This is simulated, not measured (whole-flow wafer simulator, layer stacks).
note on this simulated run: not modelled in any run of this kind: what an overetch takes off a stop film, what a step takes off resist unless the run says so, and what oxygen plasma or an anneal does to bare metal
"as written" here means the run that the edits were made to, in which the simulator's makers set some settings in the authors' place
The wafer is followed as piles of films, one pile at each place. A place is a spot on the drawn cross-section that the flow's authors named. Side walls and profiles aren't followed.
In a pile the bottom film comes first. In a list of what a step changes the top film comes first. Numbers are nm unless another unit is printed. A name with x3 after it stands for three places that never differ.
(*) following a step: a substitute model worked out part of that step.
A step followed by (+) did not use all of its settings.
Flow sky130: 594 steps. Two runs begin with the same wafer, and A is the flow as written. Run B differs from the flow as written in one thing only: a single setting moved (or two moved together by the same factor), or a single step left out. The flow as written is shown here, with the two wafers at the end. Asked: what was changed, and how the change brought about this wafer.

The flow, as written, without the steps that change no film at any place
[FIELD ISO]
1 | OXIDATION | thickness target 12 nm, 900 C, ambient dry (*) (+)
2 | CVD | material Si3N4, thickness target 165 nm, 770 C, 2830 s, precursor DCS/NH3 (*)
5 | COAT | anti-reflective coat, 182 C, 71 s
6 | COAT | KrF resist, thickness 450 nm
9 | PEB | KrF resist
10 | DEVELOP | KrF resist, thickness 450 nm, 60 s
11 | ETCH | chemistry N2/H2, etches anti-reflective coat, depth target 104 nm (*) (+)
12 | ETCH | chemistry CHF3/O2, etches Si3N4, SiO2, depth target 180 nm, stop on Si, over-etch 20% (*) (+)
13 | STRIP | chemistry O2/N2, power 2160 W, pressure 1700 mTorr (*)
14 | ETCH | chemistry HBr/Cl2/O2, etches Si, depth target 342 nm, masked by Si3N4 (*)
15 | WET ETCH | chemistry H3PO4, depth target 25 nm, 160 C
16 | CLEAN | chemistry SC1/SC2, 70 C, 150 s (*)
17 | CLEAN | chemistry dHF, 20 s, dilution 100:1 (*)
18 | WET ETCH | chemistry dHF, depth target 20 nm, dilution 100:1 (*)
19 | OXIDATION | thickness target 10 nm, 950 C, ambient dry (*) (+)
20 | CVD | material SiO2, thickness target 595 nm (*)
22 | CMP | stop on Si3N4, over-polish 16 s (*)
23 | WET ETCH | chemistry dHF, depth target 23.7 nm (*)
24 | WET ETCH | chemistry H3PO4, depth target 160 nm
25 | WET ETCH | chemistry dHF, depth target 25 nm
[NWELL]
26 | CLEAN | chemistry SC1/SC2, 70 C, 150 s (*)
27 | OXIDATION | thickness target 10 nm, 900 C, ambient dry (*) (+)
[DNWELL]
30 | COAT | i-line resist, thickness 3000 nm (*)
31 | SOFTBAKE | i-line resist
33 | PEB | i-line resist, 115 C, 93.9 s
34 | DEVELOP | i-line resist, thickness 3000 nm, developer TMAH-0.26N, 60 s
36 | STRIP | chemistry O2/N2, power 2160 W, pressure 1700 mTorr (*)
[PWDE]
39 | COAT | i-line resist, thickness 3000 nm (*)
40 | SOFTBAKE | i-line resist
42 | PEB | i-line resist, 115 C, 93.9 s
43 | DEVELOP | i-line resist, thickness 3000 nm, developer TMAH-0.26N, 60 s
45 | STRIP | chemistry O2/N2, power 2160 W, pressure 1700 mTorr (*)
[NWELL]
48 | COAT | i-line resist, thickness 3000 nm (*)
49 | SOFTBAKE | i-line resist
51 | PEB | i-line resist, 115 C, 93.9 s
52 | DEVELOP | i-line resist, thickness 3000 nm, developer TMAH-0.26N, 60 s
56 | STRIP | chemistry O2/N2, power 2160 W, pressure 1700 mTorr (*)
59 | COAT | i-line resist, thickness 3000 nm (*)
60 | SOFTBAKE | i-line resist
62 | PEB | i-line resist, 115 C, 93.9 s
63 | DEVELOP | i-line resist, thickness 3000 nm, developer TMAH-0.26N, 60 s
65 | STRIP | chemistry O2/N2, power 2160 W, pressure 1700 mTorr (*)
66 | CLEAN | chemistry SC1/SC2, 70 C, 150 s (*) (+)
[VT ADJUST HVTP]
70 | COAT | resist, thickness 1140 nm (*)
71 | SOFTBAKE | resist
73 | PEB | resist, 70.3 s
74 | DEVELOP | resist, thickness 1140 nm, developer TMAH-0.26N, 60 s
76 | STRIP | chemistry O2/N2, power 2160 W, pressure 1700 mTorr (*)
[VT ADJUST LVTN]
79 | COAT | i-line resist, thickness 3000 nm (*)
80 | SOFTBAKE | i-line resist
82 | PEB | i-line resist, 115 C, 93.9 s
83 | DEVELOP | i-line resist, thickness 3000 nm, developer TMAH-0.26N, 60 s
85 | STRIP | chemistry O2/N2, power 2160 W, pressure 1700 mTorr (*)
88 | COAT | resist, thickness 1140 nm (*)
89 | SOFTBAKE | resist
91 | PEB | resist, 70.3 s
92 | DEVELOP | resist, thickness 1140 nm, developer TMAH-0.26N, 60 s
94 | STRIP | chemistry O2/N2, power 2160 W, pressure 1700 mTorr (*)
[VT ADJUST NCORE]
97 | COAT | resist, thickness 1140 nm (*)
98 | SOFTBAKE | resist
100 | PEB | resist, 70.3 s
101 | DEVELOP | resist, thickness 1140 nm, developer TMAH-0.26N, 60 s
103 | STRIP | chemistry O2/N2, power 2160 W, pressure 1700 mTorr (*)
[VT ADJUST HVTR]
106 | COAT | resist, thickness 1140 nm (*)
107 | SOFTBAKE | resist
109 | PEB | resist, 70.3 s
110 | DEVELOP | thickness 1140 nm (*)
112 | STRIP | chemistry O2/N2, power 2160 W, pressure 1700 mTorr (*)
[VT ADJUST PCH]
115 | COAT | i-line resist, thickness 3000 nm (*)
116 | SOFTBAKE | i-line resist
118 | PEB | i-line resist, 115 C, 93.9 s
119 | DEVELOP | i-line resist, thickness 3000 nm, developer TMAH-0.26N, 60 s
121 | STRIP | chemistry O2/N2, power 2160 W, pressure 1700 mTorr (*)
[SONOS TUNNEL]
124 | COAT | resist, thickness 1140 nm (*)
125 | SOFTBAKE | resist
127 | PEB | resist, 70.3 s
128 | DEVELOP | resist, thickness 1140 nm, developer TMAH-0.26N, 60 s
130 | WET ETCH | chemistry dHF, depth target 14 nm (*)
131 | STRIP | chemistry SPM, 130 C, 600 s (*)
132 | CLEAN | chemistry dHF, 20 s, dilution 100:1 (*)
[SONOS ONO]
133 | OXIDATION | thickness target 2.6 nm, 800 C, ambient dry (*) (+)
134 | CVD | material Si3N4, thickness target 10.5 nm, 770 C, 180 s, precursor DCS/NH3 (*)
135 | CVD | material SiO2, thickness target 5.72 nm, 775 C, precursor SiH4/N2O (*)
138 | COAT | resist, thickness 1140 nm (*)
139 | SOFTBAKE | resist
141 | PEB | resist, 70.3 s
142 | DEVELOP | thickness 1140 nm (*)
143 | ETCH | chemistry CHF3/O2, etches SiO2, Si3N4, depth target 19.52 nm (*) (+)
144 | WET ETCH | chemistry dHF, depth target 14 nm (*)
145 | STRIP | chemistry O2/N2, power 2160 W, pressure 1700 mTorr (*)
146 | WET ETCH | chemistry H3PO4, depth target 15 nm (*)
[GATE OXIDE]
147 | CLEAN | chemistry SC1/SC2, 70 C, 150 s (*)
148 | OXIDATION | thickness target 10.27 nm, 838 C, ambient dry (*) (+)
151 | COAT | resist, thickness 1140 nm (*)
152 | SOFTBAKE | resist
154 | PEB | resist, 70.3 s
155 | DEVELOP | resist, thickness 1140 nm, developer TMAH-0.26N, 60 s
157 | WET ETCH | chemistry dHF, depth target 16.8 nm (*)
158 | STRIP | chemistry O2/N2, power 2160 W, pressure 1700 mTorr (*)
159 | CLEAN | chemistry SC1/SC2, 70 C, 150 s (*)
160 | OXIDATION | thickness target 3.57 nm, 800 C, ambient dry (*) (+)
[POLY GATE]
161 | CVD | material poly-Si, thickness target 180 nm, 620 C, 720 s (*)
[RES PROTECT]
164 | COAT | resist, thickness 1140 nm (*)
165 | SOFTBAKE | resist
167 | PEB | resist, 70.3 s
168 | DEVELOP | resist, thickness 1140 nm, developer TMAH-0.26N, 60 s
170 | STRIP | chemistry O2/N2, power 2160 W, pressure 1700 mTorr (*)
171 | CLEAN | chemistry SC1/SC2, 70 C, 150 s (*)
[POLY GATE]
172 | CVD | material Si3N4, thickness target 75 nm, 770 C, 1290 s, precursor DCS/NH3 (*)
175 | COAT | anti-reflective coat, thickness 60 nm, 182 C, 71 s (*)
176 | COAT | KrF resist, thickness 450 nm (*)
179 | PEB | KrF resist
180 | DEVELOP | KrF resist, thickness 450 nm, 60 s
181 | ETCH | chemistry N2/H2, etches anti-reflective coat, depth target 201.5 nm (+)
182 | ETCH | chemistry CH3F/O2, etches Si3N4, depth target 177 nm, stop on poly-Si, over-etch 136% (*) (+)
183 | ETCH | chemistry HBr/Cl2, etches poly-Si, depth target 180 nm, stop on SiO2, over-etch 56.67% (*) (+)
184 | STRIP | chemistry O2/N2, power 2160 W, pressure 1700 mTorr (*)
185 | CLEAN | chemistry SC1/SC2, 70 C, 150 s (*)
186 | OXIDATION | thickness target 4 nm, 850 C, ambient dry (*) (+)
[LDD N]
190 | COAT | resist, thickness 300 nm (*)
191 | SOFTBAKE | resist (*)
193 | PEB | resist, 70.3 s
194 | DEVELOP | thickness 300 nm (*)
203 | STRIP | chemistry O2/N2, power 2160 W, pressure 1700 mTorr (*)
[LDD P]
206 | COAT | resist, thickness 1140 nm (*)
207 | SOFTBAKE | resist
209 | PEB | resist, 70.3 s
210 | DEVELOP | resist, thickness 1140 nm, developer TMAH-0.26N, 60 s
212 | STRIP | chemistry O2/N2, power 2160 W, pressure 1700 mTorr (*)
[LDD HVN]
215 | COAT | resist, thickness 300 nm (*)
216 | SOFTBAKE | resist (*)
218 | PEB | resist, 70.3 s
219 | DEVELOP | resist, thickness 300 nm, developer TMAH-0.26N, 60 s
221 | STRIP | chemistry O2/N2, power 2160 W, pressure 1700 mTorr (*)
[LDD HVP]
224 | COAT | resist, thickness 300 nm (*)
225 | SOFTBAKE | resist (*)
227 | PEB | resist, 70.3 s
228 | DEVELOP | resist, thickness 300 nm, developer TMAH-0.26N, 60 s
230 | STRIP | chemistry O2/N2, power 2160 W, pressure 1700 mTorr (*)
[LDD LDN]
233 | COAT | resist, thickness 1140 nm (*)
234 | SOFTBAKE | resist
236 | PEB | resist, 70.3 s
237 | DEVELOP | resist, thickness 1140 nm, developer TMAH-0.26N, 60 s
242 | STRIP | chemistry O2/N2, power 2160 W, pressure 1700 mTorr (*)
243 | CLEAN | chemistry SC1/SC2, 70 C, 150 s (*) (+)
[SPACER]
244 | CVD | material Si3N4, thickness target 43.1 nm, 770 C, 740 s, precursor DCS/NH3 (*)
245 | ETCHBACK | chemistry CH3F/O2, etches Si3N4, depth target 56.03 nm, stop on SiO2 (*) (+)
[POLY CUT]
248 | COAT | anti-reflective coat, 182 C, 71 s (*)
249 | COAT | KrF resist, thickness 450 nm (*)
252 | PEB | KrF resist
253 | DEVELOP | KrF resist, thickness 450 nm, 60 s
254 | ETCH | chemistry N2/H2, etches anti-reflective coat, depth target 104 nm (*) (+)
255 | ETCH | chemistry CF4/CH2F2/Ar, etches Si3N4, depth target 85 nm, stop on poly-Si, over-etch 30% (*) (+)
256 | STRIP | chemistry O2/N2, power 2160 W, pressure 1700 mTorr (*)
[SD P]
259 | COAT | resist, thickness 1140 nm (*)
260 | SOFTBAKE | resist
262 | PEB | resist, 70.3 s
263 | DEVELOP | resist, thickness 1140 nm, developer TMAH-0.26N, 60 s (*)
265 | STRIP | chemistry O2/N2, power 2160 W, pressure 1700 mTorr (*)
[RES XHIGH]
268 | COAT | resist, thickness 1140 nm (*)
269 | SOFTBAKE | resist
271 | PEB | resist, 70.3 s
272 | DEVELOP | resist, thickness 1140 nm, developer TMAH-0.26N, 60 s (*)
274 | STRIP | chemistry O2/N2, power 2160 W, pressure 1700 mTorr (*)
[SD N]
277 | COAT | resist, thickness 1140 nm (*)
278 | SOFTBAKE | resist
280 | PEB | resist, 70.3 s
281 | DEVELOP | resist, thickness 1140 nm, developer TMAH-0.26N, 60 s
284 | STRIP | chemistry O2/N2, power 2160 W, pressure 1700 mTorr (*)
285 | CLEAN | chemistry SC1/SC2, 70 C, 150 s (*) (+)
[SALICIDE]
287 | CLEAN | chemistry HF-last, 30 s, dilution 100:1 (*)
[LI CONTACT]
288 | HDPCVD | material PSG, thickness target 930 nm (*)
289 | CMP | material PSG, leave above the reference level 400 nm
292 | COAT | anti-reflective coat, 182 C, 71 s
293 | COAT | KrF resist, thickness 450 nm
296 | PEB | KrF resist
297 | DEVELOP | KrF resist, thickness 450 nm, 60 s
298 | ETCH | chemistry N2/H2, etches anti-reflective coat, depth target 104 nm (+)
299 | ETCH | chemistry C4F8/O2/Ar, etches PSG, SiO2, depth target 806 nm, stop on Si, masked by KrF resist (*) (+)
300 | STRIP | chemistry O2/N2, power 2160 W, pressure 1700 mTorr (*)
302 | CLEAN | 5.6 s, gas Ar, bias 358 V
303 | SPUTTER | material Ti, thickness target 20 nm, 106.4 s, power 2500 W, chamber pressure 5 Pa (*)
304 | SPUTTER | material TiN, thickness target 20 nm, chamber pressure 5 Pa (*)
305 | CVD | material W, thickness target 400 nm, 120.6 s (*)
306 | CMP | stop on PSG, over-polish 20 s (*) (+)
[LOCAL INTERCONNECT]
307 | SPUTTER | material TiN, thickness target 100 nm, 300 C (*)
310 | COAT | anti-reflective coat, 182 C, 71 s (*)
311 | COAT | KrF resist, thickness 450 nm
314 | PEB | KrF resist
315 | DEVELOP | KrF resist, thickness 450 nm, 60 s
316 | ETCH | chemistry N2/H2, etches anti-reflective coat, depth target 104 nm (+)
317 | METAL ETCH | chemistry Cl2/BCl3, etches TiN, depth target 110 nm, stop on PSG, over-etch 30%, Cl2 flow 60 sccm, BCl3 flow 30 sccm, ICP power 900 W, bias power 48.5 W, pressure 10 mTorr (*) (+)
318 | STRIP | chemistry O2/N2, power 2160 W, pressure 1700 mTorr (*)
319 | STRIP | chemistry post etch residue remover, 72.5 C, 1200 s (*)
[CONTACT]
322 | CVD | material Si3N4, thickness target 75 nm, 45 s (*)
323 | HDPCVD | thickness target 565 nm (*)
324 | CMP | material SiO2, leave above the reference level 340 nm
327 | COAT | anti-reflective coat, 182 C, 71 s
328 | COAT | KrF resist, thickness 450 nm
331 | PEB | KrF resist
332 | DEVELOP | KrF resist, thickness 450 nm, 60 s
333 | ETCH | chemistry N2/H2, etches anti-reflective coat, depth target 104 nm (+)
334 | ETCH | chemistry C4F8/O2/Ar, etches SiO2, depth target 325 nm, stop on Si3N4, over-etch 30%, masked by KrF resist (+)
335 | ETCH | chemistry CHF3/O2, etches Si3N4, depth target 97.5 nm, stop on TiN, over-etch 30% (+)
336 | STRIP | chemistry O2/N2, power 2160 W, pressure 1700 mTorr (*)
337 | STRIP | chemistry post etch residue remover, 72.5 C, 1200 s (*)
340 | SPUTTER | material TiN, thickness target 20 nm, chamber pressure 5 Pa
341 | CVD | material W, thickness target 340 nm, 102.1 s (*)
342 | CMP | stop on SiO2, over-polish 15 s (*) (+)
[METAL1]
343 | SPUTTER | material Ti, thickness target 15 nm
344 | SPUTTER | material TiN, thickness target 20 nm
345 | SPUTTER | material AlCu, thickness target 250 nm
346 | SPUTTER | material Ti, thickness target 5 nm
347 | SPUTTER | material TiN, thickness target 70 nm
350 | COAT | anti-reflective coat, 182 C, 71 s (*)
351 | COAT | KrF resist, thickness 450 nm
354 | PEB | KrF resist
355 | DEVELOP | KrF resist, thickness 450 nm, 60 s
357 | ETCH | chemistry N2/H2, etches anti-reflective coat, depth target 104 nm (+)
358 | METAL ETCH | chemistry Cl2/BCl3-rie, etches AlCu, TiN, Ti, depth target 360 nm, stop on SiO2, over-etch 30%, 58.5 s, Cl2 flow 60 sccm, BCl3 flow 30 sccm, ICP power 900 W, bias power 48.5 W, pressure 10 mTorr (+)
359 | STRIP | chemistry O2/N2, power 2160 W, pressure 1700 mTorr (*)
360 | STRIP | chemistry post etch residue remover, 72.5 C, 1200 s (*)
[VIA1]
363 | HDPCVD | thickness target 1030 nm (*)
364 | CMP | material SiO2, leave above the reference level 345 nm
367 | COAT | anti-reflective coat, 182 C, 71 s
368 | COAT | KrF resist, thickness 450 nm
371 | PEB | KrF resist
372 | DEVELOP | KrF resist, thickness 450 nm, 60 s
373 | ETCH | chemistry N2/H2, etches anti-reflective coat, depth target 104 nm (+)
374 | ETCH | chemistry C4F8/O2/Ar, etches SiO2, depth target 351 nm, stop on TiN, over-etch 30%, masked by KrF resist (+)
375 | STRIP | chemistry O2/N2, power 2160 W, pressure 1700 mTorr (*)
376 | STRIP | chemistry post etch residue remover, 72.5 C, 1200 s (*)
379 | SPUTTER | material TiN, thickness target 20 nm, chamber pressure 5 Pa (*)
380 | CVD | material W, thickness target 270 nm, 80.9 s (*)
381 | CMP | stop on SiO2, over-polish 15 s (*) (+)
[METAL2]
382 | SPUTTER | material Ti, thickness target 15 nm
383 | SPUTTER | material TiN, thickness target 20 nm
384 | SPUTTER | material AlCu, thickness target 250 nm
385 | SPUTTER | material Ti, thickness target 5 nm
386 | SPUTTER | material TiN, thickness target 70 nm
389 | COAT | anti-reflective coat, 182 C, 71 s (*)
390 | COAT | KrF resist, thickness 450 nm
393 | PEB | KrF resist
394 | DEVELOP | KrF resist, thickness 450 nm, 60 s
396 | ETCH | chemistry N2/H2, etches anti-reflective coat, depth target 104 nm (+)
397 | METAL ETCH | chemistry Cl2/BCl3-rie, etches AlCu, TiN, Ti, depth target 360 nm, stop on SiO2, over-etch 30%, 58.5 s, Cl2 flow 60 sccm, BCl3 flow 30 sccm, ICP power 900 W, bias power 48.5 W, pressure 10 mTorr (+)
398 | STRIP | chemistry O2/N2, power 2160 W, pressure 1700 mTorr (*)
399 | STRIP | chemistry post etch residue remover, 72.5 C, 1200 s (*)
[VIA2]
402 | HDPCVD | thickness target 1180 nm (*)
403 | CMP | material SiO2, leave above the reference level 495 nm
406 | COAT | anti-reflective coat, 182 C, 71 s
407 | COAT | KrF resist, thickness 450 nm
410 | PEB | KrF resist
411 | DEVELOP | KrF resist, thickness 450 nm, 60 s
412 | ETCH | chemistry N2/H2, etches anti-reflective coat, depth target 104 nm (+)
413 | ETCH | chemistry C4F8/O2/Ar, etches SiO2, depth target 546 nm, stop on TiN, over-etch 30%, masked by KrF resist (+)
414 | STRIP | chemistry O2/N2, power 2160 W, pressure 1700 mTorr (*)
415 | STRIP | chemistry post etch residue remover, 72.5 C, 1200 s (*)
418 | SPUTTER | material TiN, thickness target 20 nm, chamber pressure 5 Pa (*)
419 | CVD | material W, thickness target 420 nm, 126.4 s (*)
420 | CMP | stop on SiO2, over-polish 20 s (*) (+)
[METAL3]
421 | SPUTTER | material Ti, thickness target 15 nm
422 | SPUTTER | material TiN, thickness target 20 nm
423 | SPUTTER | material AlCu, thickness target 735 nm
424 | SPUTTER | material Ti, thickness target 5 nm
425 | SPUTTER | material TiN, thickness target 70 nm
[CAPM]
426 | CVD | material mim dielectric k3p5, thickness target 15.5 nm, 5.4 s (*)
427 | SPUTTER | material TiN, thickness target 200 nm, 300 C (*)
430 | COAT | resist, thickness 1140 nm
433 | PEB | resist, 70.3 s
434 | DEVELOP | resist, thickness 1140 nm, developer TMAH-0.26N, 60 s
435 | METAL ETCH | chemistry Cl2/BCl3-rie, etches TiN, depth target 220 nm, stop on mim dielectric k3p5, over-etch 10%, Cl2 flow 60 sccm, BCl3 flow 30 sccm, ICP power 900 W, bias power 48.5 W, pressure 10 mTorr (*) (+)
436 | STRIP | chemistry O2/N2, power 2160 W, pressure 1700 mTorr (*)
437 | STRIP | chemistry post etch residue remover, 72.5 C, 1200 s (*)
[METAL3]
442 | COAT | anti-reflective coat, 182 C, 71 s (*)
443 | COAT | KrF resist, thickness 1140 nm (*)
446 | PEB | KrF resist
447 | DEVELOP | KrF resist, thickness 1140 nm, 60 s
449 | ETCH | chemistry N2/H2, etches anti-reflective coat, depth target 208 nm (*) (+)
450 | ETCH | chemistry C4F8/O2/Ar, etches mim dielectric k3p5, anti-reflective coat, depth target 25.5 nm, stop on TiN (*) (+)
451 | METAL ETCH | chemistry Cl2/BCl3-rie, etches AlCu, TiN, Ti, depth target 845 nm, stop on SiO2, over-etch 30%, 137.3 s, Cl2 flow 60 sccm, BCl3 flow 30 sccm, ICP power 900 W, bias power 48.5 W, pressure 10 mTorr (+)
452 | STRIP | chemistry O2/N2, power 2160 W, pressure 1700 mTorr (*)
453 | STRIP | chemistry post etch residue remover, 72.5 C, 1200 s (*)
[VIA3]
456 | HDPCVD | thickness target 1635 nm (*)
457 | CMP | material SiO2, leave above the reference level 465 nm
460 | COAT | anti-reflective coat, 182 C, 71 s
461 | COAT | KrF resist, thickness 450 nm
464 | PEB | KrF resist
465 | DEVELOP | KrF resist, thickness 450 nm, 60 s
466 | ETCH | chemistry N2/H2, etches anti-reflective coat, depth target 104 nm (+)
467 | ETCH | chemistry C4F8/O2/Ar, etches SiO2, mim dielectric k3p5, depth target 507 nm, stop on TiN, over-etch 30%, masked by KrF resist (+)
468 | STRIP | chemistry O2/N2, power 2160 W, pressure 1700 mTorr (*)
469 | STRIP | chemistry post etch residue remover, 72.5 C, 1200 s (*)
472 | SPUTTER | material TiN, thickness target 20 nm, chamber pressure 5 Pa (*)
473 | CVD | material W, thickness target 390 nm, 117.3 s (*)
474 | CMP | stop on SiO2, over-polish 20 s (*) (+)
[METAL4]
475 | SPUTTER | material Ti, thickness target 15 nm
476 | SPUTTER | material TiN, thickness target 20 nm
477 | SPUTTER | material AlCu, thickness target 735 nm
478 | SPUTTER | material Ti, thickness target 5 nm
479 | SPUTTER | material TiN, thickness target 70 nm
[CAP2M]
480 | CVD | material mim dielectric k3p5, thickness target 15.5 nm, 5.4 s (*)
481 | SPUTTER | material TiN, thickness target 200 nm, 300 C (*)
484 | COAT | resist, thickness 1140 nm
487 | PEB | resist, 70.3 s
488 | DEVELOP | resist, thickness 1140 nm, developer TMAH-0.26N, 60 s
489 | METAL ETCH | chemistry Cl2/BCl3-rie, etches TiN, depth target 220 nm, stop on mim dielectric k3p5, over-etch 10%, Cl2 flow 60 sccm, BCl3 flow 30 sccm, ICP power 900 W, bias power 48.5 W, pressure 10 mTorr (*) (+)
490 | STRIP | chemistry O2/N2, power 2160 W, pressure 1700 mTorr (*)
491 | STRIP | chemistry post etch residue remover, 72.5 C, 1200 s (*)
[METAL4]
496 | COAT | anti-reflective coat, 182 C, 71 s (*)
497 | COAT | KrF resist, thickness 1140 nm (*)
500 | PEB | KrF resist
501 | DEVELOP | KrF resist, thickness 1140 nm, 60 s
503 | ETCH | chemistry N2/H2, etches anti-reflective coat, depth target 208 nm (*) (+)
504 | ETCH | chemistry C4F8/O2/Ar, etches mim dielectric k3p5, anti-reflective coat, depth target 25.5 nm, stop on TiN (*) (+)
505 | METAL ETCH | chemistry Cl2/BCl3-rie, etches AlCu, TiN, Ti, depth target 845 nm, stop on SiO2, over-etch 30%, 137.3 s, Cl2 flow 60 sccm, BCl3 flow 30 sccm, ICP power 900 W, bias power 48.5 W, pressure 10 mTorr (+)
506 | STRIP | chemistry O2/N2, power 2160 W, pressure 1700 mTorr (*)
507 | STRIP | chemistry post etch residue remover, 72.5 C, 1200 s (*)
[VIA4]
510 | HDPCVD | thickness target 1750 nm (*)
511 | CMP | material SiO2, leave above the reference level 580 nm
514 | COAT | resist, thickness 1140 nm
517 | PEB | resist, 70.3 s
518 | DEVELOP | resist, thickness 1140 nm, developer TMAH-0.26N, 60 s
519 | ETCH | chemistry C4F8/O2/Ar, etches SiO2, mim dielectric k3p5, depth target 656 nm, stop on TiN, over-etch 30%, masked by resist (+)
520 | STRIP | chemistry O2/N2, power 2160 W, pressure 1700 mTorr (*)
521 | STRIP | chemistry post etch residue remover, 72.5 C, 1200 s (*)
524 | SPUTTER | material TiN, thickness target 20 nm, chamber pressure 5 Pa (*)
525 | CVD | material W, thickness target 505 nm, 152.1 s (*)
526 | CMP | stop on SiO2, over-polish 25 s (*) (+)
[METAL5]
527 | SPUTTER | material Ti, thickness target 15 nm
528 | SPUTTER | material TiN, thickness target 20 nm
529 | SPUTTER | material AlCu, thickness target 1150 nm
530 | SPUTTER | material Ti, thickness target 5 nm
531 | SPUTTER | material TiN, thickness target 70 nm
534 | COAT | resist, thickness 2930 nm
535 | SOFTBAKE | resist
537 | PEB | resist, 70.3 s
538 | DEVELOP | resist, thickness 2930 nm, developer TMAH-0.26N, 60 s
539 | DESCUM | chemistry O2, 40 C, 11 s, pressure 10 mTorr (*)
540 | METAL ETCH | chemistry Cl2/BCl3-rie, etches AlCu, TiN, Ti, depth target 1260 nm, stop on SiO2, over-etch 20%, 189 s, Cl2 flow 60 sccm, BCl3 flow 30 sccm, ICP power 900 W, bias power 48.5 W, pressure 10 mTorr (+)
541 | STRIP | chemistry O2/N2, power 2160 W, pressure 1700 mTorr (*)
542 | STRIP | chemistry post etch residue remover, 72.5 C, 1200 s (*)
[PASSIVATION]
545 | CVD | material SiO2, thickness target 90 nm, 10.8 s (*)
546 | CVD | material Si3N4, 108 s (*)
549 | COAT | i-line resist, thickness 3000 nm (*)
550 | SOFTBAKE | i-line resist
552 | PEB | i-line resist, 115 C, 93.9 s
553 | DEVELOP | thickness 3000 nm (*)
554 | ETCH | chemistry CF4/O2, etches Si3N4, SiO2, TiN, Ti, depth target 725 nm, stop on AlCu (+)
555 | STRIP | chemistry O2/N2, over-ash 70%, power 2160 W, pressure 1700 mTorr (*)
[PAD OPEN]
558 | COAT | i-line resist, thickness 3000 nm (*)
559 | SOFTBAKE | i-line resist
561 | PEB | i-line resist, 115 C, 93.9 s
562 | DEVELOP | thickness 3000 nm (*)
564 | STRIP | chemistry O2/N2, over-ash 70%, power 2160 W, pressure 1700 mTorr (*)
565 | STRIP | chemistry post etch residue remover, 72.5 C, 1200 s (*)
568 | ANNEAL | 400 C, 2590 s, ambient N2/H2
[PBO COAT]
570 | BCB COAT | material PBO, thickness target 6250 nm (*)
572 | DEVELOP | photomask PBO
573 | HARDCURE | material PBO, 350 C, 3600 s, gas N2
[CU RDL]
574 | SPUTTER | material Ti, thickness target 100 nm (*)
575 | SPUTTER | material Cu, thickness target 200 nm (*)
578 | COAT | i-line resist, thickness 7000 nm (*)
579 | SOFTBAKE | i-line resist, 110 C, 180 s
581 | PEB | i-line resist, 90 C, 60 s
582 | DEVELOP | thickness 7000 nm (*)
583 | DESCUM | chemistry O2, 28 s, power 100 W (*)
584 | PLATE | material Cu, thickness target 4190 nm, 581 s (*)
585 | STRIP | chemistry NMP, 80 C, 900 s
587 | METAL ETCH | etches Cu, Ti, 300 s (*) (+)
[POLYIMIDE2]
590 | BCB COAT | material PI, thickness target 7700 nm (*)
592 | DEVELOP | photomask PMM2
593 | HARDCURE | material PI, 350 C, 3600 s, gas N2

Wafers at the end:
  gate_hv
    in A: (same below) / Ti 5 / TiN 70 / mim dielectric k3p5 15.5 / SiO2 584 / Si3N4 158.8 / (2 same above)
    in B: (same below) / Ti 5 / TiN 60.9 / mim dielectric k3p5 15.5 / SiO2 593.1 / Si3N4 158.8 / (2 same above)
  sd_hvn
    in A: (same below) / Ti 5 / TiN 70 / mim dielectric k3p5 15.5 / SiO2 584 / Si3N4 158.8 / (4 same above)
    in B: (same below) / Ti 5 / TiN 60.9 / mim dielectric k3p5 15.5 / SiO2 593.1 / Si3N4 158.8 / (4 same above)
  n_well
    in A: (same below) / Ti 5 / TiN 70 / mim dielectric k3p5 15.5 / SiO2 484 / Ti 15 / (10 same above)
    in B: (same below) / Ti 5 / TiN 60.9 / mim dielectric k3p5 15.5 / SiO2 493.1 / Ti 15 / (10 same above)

Cause: step 479, SPUTTER: thickness target 60.9 nm was run, though the flow has thickness target 70 nm.
One can read it off the wafer: gate_hv has TiN 60.9, and step 479 as written asks for 70 nm.

The path from the change to this, step by step:
  479 | SPUTTER | material TiN, thickness target 70 nm
      field, active, n_well and 189 more: A +70 TiN (new film) | B +60.9 TiN (new film)
  505 | METAL ETCH | chemistry Cl2/BCl3-rie, etches AlCu, TiN, Ti, depth target 845 nm, stop on SiO2, over-etch 30%, 137.3 s, Cl2 flow 60 sccm, BCl3 flow 30 sccm, ICP power 900 W, bias power 48.5 W, pressure 10 mTorr (+)
      field, gate, spacer and 68 more: A -70 TiN (all of it), -5 Ti (all of it), -735 AlCu (all of it), -20 TiN (all of it), -15 Ti (all of it), -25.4 SiO2 | B -60.9 TiN (all of it), -5 Ti (all of it), -735 AlCu (all of it), -20 TiN (all of it), -15 Ti (all of it), -26.3 SiO2
      active, vpp_iso1, mim_edge_plate and 14 more: A -70 TiN (all of it), -5 Ti (all of it), -735 AlCu (all of it), -20 TiN (all of it), -15 Ti (all of it), -25.3 SiO2 | B -60.9 TiN (all of it), -5 Ti (all of it), -735 AlCu (all of it), -20 TiN (all of it), -15 Ti (all of it), -26.3 SiO2
